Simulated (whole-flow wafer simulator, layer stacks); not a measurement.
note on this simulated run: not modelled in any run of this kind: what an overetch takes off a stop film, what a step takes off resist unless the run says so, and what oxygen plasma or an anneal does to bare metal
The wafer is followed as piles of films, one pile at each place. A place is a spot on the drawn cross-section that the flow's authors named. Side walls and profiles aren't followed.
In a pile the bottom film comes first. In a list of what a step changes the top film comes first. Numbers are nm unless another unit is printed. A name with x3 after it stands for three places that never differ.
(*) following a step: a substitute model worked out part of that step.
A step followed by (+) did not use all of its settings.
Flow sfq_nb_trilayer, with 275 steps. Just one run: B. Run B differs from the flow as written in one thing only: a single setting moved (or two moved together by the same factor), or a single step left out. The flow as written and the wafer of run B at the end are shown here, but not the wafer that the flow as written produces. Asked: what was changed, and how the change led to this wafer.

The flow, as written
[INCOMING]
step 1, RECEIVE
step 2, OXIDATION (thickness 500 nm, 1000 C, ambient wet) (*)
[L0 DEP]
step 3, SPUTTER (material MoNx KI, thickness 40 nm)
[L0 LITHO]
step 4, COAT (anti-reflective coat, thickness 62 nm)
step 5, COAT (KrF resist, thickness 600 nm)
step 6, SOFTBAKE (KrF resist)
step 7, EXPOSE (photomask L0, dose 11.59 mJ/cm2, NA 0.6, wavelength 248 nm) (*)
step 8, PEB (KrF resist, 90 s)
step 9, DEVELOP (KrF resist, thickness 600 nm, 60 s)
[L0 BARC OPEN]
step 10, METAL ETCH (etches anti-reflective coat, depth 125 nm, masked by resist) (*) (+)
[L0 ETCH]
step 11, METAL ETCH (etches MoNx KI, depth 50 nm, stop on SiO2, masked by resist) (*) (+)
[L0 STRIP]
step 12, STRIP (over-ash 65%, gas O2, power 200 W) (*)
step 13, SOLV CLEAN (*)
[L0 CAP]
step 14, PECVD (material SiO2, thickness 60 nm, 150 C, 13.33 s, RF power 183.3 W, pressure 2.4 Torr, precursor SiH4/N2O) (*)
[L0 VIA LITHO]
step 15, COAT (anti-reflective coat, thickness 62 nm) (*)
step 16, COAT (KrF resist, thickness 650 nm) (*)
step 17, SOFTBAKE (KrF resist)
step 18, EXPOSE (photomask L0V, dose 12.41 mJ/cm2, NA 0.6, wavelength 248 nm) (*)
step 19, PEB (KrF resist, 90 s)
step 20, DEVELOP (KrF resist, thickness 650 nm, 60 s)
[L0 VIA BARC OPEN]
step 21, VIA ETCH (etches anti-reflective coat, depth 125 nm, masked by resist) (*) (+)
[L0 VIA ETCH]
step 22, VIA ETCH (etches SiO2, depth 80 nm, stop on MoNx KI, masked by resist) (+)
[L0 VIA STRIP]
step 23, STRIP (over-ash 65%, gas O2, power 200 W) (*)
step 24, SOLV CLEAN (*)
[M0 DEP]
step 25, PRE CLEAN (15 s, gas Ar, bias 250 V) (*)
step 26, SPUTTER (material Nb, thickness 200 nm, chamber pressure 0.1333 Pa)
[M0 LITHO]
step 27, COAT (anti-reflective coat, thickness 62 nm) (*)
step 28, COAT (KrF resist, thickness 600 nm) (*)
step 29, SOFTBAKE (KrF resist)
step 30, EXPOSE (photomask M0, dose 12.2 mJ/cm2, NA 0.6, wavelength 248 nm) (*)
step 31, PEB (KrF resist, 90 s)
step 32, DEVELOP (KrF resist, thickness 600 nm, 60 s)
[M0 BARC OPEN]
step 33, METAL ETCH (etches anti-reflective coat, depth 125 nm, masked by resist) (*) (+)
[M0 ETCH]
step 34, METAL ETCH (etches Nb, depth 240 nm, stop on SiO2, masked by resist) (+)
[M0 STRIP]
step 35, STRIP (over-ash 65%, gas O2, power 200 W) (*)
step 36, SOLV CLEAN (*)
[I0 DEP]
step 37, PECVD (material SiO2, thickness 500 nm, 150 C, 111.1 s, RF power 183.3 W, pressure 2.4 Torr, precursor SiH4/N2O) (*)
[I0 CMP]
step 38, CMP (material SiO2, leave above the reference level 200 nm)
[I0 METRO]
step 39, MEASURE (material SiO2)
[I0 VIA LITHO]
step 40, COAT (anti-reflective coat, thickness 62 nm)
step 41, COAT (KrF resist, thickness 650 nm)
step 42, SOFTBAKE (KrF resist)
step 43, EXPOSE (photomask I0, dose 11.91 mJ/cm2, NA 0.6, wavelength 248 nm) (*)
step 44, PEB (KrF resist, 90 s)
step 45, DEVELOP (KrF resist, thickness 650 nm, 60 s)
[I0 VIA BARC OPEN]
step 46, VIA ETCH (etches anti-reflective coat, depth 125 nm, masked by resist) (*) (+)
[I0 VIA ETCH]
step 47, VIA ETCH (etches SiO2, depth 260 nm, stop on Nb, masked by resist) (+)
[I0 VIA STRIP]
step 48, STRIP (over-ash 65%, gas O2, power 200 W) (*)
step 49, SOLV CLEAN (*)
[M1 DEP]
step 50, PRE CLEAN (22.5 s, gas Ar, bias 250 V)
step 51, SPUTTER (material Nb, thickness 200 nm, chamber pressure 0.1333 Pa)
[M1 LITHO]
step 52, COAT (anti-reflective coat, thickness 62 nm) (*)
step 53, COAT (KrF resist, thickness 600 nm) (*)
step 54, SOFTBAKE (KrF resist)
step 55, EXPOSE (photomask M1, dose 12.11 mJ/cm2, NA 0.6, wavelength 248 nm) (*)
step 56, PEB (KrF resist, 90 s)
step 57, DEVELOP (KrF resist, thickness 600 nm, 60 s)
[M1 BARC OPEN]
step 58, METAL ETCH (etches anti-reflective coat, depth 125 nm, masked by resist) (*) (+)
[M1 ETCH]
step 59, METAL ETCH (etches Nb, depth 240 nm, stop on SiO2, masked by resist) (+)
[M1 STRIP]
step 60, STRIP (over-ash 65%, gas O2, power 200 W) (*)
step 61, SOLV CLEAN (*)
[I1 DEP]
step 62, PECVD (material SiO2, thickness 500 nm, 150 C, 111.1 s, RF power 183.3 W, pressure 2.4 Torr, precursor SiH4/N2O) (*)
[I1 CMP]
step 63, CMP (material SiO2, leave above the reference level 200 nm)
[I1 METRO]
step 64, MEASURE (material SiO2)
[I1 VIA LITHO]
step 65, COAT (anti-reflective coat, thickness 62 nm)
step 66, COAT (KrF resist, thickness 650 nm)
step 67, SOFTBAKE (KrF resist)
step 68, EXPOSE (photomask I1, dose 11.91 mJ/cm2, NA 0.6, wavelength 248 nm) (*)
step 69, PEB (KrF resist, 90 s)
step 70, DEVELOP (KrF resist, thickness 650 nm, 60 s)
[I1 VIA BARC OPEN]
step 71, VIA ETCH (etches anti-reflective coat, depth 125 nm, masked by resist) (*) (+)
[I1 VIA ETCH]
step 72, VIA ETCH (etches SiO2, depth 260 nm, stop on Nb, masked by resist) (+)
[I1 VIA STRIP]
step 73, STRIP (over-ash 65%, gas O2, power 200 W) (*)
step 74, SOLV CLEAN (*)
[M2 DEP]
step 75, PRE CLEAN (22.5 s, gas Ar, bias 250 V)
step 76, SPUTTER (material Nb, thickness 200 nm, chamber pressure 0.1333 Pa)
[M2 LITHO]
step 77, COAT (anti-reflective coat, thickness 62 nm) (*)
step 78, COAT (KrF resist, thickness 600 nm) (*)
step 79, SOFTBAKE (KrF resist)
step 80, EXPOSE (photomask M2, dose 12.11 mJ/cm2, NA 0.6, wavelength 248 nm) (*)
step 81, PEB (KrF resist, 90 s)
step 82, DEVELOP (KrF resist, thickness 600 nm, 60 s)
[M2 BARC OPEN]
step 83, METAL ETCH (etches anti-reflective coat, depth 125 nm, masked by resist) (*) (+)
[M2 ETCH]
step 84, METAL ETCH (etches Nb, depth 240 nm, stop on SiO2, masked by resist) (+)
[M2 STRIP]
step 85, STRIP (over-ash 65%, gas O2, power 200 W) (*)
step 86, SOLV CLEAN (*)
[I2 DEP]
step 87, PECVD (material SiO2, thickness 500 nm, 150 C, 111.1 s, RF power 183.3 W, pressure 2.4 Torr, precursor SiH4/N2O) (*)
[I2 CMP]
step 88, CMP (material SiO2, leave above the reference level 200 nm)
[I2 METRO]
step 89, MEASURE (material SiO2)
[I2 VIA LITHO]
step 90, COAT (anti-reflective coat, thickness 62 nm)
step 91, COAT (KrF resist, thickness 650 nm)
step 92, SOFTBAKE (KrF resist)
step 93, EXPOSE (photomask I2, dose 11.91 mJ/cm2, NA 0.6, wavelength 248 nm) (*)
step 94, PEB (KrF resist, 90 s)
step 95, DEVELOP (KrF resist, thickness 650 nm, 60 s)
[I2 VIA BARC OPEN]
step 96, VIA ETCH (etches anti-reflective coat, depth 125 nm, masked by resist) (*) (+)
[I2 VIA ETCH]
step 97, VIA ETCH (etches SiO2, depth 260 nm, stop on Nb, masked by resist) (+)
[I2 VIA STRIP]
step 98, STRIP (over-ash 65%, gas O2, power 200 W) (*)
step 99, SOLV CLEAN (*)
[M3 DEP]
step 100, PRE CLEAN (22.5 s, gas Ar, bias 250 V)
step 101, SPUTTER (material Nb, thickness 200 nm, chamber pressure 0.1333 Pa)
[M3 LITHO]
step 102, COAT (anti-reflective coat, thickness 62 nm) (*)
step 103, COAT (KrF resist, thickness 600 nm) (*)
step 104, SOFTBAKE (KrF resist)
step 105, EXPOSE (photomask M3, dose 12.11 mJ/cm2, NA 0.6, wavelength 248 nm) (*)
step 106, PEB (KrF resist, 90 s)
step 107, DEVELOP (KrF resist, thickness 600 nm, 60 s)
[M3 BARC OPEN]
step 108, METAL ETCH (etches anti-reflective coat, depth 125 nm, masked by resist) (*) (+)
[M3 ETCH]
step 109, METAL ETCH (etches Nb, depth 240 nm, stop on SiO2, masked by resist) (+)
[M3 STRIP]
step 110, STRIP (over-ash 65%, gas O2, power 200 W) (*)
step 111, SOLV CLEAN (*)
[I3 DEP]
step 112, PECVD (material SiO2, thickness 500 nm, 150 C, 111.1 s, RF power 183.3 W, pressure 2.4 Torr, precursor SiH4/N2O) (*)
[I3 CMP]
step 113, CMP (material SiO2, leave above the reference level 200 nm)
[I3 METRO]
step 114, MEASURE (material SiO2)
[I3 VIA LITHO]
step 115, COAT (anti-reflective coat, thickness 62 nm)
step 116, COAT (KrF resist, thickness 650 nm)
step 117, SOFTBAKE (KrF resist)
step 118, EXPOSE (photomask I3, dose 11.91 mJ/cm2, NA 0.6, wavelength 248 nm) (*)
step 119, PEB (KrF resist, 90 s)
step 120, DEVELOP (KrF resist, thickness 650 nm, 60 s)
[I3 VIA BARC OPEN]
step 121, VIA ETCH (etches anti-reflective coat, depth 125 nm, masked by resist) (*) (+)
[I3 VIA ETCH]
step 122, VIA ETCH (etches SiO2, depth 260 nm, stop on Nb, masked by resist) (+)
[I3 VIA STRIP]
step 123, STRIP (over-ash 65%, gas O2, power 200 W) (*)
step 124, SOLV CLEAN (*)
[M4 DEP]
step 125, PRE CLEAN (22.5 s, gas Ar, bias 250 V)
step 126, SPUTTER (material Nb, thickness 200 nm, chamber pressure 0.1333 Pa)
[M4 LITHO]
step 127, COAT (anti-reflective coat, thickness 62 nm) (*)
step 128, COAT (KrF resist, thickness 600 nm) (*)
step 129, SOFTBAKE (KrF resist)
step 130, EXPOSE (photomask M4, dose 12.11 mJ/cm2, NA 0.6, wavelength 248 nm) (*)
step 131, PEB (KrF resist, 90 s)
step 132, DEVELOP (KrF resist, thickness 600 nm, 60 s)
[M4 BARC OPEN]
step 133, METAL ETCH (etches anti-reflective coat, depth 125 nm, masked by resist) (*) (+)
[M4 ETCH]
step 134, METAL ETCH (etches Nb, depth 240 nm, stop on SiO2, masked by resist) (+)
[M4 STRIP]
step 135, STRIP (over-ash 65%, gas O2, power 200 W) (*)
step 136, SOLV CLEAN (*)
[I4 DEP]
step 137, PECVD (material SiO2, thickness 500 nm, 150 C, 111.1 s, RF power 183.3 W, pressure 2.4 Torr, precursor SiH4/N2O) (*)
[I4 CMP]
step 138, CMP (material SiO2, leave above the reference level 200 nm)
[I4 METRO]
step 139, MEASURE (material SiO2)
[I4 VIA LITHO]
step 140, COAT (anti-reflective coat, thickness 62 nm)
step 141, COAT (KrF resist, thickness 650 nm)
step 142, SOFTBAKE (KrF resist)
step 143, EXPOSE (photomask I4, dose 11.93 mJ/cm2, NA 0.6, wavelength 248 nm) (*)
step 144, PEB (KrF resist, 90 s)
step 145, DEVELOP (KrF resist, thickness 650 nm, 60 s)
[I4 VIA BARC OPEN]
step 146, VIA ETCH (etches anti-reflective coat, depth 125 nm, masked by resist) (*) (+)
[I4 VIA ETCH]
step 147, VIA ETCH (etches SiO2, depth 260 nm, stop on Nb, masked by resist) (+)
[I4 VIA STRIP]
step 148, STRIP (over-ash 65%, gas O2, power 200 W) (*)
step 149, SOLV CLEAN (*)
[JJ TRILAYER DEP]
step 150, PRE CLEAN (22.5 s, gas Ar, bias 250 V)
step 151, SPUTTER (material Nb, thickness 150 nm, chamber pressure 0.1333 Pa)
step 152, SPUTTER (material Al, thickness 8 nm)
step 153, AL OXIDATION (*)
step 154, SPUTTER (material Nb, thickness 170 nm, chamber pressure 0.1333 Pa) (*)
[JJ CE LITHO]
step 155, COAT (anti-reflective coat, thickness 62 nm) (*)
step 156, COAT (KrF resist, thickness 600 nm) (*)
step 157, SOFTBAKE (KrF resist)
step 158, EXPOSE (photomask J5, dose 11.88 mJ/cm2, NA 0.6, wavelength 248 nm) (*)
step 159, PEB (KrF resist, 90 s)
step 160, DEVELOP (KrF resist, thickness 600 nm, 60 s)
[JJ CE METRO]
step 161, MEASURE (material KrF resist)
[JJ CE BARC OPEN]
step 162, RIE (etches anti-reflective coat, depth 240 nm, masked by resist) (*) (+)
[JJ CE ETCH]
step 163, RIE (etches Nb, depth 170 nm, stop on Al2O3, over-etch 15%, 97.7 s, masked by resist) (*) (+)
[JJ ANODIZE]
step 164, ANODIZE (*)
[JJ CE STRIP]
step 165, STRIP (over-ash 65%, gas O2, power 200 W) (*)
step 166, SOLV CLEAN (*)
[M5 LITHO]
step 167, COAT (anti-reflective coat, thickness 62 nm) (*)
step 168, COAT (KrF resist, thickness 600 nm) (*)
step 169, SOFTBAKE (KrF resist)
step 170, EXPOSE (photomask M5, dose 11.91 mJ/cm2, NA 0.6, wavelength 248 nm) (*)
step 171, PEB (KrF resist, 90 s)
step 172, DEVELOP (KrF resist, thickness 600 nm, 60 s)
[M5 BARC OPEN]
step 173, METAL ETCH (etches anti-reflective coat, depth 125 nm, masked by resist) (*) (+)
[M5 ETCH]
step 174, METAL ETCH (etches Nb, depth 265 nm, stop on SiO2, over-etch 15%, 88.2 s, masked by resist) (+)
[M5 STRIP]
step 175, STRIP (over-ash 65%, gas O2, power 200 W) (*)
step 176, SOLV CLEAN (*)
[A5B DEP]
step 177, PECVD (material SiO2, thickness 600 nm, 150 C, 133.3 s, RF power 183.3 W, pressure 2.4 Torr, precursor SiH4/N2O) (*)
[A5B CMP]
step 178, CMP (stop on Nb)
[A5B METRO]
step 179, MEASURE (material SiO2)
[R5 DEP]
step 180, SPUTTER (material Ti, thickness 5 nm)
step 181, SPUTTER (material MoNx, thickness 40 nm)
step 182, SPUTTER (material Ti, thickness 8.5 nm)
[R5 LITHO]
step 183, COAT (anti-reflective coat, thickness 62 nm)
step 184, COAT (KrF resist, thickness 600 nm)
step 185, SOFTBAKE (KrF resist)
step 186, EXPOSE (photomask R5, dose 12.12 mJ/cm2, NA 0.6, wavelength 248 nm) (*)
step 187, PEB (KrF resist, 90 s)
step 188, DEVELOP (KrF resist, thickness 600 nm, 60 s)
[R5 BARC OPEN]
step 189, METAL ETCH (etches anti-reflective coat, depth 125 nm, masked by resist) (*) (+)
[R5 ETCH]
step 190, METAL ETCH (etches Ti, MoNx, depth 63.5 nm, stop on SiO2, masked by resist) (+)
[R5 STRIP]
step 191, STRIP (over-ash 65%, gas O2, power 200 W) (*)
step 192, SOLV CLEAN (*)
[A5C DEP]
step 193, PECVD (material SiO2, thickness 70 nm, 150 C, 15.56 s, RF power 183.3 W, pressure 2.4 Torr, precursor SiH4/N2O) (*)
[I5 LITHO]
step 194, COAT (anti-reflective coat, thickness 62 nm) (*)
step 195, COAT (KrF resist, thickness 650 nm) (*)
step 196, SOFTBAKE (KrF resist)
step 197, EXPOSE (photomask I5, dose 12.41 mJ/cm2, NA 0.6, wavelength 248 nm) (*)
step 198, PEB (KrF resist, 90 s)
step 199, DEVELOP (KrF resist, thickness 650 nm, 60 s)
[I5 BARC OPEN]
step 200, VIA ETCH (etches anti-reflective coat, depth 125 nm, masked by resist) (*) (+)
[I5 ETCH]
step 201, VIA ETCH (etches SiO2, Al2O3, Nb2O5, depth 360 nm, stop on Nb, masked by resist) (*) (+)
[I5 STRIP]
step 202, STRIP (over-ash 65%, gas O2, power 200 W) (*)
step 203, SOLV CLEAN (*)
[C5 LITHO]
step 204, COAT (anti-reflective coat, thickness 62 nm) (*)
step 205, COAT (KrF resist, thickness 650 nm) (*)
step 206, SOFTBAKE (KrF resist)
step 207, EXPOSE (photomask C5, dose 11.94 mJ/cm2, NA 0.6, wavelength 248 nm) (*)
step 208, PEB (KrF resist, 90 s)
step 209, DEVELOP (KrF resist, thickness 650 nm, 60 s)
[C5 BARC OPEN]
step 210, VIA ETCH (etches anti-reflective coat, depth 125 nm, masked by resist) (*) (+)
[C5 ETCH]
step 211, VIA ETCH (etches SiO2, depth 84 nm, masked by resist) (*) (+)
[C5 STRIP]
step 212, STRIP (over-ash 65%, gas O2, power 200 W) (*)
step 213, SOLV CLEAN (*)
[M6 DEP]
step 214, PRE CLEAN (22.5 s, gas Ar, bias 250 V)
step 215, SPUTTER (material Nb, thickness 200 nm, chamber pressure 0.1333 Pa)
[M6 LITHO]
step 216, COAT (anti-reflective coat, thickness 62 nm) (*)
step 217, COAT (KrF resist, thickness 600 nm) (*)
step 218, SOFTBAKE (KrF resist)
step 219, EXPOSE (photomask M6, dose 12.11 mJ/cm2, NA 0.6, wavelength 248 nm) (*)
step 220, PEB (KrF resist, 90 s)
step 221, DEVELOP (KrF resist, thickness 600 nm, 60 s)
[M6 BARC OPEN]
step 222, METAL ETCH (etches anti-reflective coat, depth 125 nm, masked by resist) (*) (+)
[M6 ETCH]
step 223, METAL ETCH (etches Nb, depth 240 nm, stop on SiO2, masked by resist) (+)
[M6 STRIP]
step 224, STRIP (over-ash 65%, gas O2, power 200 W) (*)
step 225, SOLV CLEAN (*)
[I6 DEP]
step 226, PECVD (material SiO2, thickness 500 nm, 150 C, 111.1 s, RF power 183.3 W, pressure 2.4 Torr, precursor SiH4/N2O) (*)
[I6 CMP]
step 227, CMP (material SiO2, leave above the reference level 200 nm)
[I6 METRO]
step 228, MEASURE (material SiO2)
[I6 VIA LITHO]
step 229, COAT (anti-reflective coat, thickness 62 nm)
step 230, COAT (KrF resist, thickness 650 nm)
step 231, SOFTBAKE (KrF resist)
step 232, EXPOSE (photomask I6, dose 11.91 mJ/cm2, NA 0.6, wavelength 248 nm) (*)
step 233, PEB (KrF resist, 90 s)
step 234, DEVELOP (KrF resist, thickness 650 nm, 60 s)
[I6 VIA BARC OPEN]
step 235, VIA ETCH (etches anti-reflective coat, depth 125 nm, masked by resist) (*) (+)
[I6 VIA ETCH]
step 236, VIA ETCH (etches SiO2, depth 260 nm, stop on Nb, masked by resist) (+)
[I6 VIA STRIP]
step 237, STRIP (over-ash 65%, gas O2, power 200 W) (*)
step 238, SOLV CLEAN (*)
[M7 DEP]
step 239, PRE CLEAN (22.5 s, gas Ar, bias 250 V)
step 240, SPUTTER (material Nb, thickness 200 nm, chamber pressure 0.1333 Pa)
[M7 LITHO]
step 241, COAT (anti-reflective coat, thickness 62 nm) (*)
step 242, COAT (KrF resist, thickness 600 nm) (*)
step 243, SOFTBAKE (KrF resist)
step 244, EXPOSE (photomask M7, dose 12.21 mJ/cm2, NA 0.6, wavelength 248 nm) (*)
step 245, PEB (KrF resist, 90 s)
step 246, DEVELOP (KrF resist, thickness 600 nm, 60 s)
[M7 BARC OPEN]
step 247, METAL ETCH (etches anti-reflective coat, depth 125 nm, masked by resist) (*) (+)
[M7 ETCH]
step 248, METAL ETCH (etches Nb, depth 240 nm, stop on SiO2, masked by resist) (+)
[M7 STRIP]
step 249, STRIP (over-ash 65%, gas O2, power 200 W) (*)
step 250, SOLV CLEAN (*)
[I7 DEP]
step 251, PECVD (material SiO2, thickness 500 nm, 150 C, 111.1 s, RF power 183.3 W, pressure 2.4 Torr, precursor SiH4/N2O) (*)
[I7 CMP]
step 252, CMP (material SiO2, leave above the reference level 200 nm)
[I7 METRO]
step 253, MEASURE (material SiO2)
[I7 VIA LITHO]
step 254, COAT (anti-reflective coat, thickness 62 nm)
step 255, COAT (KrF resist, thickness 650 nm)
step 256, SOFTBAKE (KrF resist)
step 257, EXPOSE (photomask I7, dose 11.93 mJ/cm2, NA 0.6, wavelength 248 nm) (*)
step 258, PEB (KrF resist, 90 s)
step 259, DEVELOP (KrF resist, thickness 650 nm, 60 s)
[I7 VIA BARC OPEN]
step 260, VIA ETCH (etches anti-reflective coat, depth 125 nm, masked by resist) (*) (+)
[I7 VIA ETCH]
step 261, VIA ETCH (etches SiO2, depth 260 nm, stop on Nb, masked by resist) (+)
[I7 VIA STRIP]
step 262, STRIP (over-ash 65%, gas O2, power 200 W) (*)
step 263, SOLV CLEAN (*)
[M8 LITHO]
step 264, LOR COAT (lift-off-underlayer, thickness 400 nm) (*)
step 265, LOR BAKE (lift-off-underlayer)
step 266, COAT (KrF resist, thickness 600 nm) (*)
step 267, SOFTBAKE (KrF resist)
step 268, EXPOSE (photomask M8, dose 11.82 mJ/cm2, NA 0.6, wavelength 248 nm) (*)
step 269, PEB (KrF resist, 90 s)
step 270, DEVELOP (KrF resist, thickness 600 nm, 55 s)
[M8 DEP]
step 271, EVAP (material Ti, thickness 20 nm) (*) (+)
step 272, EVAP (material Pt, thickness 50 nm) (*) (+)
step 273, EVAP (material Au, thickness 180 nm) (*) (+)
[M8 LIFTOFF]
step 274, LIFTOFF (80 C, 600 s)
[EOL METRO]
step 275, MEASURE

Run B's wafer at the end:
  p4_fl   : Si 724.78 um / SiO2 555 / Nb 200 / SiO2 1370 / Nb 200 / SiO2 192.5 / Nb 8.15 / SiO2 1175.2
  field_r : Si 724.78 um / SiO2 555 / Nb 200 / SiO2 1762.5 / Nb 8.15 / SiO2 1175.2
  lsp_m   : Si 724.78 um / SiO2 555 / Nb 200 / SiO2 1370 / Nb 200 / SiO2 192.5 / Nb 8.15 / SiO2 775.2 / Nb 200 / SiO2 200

Cause: step 174, METAL ETCH: depth 151 nm was run, though the flow has depth 265 nm; step 174, METAL ETCH: 50.3 s was run, where the flow has 88.2 s.

How this came from the change, step by step:
  step 174, METAL ETCH (etches Nb, depth 265 nm, stop on SiO2, over-etch 15%, 88.2 s, masked by resist) (+)
      field_l, r_sur, res and 50 more: -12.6 Al2O3 (all of it), -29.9 Nb2O5 (all of it), -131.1 Nb (it would be, as written: -12.6 Al2O3 (all of it), -29.9 Nb2O5 (all of it), -139.2 Nb (all of it), -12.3 SiO2)
      v_sur, via_wl, via_w and 50 more: -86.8 KrF resist (it would be, as written: -152.4 KrF resist)
  step 175, STRIP (over-ash 65%, gas O2, power 200 W) (*)
      l0r_line_l, l0r_line_c, l0r_space_c and 27 more: -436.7 KrF resist (all of it), -62 anti-reflective coat (all of it) (it would be, as written: -371.2 KrF resist (all of it), -62 anti-reflective coat (all of it))
      v_sur: -414.7 KrF resist (all of it), -44.9 anti-reflective coat (all of it) (it would be, as written: -349.2 KrF resist (all of it), -44.9 anti-reflective coat (all of it))
      (and at 22 other places as well)
  step 177, PECVD (material SiO2, thickness 600 nm, 150 C, 133.3 s, RF power 183.3 W, pressure 2.4 Torr, precursor SiH4/N2O) (*)
      field_l, p4_fl, p4_fm and 39 more: +600 SiO2 (new film) (it would be, as written: +600 SiO2)
      r_sur, res, r_end, moat, field_r, lsp_l: +593.7 SiO2 (new film) (it would be, as written: +592.9 SiO2)
      (and at 5 other places as well)
  step 178, CMP (stop on Nb)
      field_l, p4_fl, p4_fm and 39 more: -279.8 SiO2 (it would be, as written: -259.3 SiO2)
      r_sur, res, r_end, moat, field_r, lsp_l: -273.5 SiO2 (it would be, as written: -252.3 SiO2)
      (and at 5 other places as well)
With metal films that touch counted as one body, p4_fl has 3 bodies (between them, from the top down: SiO2 192.5; SiO2 1370); the flow as written gives 2 bodies (between them, from the top down: SiO2 1370).
With metal films that touch counted as one body, field_r has 2 bodies (between them, from the top down: SiO2 1762.5); the flow as written gives 1 body.
With metal films that touch counted as one body, lsp_m has 4 bodies (between them, from the top down: SiO2 775.2; SiO2 192.5; SiO2 1370); the flow as written gives 3 bodies (between them, from the top down: SiO2 975.9; SiO2 1370).
